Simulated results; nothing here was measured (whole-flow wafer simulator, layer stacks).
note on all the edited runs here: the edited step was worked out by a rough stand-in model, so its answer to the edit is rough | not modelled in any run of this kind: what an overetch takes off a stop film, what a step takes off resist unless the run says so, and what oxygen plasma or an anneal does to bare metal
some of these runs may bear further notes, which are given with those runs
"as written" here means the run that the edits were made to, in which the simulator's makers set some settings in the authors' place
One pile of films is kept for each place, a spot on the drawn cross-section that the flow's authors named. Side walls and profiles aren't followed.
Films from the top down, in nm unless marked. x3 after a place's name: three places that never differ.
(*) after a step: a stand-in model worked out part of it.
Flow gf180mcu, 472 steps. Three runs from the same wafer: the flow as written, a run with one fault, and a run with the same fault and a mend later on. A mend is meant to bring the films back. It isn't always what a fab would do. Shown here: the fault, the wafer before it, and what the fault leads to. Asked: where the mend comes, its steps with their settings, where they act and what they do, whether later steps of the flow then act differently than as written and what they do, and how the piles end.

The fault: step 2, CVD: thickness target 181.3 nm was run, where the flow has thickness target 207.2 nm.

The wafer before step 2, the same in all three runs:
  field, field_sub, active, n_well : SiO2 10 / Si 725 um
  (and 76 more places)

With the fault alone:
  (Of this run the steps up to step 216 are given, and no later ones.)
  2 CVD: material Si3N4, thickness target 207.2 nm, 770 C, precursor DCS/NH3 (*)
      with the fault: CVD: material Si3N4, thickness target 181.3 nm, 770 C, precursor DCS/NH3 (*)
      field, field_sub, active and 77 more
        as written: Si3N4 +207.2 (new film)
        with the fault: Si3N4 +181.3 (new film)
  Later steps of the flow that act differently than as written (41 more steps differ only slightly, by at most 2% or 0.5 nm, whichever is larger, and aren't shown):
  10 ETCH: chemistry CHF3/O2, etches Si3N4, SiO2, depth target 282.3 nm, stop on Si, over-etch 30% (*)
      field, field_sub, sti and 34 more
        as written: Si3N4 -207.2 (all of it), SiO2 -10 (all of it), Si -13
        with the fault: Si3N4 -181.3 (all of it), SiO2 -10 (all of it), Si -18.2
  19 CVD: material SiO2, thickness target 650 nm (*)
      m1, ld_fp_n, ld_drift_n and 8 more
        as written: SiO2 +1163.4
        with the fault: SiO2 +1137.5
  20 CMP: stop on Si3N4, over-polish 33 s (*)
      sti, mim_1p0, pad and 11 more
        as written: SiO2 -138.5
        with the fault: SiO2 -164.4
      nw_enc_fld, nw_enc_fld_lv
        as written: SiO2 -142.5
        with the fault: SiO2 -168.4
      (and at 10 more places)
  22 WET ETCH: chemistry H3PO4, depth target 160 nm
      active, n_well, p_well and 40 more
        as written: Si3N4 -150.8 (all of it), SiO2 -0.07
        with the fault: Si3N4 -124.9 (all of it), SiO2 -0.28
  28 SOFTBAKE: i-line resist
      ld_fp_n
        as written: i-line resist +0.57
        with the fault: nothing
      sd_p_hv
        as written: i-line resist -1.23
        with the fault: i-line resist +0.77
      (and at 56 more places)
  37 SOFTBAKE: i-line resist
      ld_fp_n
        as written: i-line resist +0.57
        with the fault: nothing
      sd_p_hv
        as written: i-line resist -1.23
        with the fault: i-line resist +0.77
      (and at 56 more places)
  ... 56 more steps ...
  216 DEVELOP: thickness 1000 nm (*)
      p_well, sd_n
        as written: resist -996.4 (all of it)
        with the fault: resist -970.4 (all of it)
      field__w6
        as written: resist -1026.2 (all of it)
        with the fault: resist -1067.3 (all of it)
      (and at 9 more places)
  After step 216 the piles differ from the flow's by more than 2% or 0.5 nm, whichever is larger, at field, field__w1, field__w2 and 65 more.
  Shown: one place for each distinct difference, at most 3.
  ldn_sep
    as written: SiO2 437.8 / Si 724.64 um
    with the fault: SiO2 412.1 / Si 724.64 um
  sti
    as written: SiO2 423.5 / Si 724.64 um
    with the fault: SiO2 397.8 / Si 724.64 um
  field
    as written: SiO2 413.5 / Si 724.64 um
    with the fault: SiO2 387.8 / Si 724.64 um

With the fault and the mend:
  The mend comes after step 2.
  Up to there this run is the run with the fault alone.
  2a CVD: material Si3N4, thickness target 25.9 nm, 770 C, precursor DCS/NH3 (*) (the flow's step 2 once more, with other settings)
      field, field_sub, active and 77 more
        Si3N4 +25.9
  No later step of the flow acts differently than as written at any place that is followed.
  At the end the piles are the same as the flow's at every place that both follow.
